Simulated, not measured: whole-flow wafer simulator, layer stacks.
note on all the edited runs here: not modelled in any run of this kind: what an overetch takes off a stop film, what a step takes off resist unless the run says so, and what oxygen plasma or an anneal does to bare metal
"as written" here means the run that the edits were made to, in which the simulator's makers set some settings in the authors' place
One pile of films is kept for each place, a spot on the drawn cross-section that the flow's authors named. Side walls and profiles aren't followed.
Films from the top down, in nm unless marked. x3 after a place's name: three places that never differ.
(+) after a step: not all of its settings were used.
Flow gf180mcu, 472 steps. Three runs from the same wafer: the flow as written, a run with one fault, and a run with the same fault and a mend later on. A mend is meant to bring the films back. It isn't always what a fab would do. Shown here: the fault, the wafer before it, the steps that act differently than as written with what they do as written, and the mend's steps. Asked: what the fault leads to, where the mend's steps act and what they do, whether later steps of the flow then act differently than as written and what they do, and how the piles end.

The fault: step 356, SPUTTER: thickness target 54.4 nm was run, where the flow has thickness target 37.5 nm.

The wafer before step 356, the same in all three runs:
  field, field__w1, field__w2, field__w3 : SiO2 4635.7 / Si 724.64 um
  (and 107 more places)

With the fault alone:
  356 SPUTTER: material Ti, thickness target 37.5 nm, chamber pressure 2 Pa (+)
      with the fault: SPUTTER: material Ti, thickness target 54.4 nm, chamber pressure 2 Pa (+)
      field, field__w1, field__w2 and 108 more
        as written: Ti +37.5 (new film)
        with the fault: Ti +54.4 (new film)
  Later steps of the flow that act differently than as written:
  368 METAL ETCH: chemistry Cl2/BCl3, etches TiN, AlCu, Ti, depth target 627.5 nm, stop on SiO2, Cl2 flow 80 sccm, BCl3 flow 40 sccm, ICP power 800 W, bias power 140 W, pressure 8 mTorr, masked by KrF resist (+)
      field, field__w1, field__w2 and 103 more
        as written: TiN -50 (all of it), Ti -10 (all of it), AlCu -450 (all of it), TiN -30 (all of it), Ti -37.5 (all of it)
        with the fault: TiN -50 (all of it), Ti -10 (all of it), AlCu -450 (all of it), TiN -30 (all of it), Ti -54.4 (all of it)
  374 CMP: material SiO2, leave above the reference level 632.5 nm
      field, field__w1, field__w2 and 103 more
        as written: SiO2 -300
        with the fault: SiO2 -283.1
  At the end the piles differ from the flow's by more than 2% or 0.5 nm, whichever is larger, at field__w8, contact, m1, m1__w1, m1_nw.
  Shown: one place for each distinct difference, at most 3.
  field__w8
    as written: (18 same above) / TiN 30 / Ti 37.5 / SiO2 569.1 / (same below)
    with the fault: (18 same above) / TiN 30 / Ti 54.4 / SiO2 569.1 / (same below)
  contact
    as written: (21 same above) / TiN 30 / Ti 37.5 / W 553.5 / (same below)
    with the fault: (21 same above) / TiN 30 / Ti 54.4 / W 553.5 / (same below)

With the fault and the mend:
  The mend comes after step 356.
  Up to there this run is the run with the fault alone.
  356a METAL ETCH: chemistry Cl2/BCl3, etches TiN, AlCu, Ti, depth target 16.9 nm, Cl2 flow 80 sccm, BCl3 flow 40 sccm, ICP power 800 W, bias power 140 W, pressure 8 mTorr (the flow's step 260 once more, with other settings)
      field, field__w1, field__w2 and 108 more
        Ti -16.9
  No later step of the flow acts differently than as written at any place that is followed.
  At the end the piles are the same as the flow's at every place that both follow.
